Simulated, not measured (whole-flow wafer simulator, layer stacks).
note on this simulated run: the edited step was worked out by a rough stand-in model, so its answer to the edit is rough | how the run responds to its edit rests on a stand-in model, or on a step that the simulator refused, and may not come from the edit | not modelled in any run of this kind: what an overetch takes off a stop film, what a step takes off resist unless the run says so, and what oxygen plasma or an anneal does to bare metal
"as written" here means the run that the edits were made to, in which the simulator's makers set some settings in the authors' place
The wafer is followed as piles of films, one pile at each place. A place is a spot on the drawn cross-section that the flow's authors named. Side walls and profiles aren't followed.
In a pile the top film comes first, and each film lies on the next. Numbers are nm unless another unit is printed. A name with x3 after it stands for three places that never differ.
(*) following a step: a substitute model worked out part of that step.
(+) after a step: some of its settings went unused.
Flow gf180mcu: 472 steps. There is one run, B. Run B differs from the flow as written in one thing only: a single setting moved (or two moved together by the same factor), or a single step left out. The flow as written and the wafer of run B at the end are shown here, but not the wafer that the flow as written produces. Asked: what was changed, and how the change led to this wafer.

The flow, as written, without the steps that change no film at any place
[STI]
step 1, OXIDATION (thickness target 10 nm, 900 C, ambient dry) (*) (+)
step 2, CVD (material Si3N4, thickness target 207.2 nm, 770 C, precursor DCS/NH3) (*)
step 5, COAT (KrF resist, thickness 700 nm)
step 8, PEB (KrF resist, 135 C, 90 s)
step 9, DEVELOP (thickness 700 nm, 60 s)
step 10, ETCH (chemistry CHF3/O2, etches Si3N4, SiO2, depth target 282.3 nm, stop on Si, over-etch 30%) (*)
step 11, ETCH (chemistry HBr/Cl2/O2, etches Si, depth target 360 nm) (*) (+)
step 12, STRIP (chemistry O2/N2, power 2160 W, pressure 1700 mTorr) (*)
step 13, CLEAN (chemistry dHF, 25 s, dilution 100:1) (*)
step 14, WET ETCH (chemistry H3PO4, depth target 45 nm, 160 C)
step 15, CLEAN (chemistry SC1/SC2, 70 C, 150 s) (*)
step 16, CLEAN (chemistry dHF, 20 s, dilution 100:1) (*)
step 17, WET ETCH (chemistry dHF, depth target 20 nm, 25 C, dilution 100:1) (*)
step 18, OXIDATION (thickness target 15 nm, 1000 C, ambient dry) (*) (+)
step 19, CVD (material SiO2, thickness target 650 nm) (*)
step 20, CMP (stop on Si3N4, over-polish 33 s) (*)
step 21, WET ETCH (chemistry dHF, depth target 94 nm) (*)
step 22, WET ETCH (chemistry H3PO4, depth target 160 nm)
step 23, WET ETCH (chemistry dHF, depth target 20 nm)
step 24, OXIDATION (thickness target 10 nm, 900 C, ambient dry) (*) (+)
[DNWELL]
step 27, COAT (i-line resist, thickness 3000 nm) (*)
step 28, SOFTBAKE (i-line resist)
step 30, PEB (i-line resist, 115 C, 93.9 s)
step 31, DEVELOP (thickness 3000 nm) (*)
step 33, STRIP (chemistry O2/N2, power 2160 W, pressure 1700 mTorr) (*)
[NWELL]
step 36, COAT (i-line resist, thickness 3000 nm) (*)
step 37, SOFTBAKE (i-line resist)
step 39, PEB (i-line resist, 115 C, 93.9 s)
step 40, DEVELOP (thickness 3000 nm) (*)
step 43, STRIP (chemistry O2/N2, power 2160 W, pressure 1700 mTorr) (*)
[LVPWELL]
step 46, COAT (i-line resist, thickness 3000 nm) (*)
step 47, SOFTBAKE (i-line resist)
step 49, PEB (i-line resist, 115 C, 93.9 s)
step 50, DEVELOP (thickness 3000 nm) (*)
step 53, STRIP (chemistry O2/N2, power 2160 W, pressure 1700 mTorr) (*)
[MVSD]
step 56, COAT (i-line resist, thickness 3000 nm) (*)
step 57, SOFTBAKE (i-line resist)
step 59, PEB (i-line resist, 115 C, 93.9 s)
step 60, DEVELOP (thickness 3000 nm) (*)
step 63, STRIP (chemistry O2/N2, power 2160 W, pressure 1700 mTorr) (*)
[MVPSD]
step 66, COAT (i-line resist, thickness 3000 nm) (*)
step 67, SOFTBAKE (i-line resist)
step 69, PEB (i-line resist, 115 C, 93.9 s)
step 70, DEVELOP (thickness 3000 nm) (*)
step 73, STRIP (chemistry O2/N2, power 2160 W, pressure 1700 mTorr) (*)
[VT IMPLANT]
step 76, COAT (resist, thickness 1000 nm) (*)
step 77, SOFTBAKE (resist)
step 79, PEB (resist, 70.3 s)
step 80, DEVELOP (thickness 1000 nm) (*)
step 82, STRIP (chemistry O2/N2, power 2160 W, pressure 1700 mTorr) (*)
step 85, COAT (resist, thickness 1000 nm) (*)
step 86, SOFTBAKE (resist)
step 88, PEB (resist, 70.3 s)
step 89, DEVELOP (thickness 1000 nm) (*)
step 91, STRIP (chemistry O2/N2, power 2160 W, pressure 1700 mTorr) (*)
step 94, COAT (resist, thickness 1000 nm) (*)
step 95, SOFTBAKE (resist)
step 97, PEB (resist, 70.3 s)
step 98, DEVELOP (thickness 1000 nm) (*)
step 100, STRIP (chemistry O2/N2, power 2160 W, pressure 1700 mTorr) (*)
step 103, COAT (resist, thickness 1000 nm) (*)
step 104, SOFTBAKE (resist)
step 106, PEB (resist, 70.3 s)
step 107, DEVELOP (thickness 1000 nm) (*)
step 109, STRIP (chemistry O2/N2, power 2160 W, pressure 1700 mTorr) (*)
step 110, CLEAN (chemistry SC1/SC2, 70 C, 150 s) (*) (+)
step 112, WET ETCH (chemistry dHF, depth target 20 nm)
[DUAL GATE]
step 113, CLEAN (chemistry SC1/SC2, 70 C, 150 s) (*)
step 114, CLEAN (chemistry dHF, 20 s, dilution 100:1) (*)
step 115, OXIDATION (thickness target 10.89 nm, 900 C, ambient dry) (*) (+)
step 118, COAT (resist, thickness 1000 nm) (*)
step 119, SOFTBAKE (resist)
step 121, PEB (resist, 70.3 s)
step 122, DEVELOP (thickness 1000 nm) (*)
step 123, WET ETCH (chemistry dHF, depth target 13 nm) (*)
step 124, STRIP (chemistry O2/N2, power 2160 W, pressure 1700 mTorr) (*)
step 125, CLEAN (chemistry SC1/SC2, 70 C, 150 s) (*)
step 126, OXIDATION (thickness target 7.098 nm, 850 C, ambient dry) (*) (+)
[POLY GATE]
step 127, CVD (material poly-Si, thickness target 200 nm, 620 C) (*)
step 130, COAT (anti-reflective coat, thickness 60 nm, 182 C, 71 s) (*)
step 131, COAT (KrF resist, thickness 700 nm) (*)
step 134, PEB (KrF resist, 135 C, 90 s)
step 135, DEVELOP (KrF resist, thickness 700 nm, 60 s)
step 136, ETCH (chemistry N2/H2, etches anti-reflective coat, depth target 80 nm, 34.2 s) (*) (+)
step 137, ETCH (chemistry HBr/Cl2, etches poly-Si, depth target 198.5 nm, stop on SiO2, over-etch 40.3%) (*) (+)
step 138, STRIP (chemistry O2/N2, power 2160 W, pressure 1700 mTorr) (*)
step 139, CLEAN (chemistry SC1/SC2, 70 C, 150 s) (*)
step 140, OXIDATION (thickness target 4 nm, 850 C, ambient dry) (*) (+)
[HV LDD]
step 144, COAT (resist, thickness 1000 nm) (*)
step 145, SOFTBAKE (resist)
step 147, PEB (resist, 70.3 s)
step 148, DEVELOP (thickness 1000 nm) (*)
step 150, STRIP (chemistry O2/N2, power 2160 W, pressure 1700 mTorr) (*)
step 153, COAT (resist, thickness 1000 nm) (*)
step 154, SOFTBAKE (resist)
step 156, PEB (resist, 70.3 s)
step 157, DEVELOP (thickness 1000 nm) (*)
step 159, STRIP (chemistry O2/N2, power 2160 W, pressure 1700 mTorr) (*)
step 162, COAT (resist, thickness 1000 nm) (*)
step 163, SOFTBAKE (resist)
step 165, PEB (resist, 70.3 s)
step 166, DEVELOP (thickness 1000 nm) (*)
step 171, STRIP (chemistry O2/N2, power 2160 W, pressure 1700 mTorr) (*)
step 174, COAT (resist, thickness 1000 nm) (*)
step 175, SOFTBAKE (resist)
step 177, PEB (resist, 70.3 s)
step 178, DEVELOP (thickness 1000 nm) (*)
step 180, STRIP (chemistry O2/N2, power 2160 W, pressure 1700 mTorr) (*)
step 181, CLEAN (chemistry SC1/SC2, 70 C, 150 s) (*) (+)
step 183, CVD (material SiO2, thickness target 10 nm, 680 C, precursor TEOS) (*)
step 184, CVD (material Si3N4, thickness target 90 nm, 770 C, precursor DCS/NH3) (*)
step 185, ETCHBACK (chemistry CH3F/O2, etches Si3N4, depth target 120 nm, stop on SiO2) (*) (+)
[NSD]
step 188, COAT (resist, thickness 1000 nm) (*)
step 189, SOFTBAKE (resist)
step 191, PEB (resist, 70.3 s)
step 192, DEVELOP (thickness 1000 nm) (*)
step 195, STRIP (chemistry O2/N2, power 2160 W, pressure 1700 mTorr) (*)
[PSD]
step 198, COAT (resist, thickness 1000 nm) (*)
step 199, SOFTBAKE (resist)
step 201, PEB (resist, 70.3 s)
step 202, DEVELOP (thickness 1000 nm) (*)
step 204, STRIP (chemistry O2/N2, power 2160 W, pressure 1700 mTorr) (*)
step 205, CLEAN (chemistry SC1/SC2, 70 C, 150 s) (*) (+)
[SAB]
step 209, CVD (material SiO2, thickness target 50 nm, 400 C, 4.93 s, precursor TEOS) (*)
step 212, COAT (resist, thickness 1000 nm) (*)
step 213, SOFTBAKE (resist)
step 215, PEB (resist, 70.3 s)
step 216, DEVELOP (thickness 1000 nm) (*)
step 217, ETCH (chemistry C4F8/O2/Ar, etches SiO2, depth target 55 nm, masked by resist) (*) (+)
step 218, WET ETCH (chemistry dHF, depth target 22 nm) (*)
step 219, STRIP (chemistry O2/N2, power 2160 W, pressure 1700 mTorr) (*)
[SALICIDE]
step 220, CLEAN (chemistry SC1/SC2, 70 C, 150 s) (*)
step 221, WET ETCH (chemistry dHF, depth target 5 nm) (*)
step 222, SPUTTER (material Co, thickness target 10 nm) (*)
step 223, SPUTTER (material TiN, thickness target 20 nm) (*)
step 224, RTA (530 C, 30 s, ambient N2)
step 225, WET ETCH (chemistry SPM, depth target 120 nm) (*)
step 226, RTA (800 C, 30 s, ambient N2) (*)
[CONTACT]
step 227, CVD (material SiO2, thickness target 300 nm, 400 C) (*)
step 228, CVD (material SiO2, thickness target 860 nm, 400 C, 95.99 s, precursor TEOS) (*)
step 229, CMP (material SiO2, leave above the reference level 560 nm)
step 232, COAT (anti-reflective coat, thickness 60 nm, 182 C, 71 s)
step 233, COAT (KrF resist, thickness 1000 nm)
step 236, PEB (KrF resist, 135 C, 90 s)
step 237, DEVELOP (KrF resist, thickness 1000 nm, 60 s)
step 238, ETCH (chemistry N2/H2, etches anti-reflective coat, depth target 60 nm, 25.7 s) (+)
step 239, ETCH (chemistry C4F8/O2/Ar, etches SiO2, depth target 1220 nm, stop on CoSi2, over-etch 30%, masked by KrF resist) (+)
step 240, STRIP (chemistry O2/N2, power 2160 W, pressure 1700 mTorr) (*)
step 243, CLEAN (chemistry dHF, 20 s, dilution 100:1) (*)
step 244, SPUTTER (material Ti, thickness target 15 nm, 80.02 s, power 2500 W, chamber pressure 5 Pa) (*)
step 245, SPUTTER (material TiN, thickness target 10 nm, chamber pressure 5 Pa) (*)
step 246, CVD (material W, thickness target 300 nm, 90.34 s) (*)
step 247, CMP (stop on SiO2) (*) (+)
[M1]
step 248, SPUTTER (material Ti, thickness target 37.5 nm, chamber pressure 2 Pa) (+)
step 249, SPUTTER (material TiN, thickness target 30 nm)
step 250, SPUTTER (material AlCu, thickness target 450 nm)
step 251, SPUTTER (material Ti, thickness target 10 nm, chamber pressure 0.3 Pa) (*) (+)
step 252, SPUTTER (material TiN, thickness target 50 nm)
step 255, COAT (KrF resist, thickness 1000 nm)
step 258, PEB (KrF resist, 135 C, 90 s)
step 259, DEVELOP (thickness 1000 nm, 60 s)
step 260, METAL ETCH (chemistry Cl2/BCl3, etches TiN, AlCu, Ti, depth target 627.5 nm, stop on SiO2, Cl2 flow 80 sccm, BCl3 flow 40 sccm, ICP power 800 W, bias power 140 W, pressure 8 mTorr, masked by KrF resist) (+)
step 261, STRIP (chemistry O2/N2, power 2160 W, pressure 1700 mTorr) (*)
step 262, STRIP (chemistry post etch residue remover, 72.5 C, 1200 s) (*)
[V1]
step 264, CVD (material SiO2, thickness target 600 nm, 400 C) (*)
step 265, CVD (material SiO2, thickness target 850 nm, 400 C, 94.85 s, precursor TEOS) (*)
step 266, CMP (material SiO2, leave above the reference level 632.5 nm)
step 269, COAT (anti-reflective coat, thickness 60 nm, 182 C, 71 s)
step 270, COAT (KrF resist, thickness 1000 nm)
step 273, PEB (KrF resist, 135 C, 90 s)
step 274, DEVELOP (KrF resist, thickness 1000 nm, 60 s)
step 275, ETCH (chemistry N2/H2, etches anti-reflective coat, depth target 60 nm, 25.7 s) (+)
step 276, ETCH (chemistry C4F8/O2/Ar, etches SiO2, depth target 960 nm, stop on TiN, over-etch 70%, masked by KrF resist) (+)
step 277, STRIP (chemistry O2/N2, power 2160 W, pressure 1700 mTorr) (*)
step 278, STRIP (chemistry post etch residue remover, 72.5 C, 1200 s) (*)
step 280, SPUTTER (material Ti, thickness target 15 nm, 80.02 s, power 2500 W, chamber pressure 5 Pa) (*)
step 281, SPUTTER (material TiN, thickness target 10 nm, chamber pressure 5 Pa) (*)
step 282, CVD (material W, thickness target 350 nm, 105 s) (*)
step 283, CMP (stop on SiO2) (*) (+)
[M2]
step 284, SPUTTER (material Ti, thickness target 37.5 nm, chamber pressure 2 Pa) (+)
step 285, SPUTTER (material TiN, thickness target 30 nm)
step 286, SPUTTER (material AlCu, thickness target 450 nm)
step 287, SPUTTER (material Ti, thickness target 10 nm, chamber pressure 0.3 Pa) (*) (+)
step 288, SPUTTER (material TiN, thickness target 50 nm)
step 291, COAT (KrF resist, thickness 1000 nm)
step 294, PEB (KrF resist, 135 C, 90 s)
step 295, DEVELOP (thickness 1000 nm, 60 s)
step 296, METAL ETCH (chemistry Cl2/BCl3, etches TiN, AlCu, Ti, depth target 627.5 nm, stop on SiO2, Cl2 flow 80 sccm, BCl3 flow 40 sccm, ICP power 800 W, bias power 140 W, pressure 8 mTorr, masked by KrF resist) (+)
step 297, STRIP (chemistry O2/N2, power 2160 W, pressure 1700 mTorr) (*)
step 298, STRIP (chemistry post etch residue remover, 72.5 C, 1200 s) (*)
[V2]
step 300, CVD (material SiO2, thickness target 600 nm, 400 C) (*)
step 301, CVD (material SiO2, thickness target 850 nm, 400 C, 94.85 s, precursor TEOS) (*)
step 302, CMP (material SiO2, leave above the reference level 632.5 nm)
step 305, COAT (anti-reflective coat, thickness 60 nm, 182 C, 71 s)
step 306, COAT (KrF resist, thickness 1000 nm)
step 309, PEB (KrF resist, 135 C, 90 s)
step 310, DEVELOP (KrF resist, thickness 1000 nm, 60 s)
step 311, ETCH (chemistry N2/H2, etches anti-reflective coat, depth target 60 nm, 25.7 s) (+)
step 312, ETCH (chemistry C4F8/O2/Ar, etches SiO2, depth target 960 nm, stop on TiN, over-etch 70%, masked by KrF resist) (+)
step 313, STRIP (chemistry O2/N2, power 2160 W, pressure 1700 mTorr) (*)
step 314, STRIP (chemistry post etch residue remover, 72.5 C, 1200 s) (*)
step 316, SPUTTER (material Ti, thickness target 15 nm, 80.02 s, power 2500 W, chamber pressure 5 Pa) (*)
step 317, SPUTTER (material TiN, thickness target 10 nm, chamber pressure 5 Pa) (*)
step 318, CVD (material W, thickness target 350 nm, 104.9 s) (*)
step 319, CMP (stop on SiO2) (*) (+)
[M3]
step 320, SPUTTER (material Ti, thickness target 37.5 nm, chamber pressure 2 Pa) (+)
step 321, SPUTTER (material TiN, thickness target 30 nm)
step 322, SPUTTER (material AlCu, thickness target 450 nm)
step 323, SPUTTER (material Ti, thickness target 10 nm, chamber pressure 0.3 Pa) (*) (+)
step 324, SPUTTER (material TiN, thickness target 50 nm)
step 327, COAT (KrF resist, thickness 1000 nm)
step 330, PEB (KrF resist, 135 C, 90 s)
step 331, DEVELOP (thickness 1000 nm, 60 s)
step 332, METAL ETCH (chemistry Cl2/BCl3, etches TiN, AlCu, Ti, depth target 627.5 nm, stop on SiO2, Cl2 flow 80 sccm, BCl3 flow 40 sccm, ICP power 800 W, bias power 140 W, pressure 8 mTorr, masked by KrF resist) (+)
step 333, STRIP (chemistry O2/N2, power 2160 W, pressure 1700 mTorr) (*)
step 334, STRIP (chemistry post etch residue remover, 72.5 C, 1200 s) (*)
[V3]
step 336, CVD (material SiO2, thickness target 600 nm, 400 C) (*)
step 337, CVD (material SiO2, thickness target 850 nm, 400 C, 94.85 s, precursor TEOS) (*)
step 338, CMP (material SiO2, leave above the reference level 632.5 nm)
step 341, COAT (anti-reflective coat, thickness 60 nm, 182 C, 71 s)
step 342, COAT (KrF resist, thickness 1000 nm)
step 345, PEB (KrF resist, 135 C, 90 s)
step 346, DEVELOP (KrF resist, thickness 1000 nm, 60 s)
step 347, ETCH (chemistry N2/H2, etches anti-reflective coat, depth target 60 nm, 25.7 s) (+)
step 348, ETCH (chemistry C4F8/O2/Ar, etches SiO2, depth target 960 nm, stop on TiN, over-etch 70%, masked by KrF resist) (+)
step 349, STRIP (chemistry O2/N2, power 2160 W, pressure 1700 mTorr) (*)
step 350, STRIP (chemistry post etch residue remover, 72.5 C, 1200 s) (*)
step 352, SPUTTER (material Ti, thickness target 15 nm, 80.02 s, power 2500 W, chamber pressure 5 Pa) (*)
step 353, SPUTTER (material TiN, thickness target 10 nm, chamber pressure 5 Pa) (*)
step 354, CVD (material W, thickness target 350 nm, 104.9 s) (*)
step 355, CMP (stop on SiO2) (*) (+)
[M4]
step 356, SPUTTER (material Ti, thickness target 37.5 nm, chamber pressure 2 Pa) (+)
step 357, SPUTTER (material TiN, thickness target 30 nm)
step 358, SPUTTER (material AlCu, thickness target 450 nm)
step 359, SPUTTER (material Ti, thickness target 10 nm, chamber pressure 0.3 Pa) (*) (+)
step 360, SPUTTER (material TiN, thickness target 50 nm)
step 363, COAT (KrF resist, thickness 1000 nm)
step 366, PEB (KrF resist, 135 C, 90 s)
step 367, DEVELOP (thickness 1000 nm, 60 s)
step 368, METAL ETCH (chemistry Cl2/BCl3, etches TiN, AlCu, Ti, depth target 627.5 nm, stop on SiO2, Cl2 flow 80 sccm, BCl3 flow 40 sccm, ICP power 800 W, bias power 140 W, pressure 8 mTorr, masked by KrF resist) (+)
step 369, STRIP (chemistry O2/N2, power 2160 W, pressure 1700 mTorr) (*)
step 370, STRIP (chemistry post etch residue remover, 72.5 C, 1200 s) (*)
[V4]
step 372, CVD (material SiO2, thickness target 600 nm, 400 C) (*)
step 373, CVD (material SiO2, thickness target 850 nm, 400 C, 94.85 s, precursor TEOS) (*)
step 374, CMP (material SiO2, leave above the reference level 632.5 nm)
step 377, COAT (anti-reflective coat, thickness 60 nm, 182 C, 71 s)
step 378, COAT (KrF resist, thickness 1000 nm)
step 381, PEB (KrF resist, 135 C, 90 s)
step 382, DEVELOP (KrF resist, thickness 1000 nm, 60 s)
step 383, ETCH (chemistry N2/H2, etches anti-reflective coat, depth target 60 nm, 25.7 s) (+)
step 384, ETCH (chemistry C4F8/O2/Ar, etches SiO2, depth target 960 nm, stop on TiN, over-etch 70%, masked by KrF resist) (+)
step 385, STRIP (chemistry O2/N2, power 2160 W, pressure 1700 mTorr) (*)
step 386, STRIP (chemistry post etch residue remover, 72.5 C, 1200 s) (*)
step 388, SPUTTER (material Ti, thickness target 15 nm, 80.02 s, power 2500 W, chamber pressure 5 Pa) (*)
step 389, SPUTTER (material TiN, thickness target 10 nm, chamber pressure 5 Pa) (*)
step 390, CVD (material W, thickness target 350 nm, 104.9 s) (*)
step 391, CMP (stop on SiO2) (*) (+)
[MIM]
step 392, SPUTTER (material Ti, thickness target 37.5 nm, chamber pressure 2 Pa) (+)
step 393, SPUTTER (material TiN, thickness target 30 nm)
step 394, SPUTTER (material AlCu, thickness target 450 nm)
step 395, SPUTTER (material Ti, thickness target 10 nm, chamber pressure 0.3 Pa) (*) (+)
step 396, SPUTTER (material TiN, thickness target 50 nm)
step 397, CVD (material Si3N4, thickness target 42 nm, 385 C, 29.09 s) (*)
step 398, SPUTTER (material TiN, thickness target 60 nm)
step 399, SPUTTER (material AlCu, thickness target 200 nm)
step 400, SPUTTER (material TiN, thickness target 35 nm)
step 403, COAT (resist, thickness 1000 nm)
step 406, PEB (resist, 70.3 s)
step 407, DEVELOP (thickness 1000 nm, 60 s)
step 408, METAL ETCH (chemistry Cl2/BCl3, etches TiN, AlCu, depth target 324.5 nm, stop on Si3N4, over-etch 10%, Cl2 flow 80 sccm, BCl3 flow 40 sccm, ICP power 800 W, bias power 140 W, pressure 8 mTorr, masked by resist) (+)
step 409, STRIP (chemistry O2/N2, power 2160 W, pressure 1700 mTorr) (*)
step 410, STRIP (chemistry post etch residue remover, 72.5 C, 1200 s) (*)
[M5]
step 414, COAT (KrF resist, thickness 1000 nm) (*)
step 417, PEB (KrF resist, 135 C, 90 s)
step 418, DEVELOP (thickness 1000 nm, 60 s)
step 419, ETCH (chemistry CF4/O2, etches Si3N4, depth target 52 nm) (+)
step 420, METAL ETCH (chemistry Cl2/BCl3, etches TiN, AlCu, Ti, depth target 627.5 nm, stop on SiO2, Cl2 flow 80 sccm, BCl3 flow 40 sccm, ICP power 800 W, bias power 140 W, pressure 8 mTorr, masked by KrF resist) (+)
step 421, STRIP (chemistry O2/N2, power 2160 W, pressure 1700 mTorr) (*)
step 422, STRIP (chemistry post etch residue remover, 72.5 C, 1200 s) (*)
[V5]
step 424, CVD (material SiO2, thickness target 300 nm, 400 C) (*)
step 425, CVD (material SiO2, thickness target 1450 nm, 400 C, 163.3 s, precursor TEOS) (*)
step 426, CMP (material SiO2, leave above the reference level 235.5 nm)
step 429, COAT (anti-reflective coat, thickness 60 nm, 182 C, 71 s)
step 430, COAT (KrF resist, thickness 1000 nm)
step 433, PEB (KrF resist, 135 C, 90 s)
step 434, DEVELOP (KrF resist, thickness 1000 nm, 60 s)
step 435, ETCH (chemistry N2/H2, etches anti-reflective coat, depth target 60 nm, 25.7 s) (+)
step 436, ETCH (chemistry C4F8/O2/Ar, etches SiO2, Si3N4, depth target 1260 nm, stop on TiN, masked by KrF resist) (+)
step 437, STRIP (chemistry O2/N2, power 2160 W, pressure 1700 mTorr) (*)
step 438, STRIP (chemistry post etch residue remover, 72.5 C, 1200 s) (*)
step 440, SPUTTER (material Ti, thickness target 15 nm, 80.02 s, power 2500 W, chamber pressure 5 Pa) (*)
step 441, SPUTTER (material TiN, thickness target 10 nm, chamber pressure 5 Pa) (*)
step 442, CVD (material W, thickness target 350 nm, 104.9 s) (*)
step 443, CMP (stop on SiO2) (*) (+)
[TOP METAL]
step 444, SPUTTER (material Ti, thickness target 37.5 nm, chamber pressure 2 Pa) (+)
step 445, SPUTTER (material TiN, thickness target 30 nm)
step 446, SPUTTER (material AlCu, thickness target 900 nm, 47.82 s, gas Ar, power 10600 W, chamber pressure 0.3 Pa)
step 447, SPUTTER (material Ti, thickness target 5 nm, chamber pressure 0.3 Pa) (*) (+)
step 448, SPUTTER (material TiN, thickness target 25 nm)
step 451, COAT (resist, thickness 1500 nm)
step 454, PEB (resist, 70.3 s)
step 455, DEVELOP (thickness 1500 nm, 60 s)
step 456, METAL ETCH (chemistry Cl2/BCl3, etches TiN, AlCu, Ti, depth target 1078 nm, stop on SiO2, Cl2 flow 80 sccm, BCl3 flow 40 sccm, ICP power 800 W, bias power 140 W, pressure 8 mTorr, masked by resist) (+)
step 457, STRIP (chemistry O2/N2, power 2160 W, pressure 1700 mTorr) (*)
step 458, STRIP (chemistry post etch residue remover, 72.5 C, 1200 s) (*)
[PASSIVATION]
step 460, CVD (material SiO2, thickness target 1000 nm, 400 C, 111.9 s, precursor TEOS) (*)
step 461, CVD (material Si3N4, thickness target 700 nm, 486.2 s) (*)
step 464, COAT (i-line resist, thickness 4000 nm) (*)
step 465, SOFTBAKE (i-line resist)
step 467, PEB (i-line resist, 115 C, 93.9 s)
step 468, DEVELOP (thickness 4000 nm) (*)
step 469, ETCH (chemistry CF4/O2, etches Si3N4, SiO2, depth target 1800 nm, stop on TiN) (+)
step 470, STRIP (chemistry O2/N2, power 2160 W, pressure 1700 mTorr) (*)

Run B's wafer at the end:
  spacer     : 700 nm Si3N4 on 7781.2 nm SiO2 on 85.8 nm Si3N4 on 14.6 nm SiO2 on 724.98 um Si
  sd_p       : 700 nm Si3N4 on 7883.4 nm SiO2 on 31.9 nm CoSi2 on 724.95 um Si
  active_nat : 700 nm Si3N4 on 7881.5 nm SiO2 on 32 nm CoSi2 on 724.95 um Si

What caused this: step 183, CVD: thickness target 7.4 nm was run, though the flow has thickness target 10 nm.

How this came from the change, step by step:
  step 183, CVD (material SiO2, thickness target 10 nm, 680 C, precursor TEOS) (*)
      field, field__w1, field__w2 and 99 more: SiO2 gains 7.4 (as written it would have been: SiO2 gains 10)
      ld_drift_p: SiO2 gains 7.3 (as written it would have been: SiO2 gains 9.87)
      (also at 1 further place)
  step 189, SOFTBAKE (resist)
      field: resist loses 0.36 (as written it would have been: resist gains 3.56)
      active_hv: resist loses 0.53 (as written it would have been: resist gains 2.68)
      (also at 3 further places)
  step 199, SOFTBAKE (resist)
      field: resist loses 0.36 (as written it would have been: resist gains 3.56)
      active_hv: resist loses 0.53 (as written it would have been: resist gains 2.68)
      (also at 3 further places)
  step 218, WET ETCH (chemistry dHF, depth target 22 nm) (*)
      gate, gate_hv, gate_p and 23 more: SiO2 loses 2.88 (all of it) (as written it would have been: SiO2 loses 5.48 (all of it))
      active, p_well, sd_n, iso_ptap_pw, iso_ntap_nw, iso_ptap_sub, vpnp_e: SiO2 loses 6.41 (all of it) (as written it would have been: SiO2 loses 9.01 (all of it))
      (also at 16 further places)
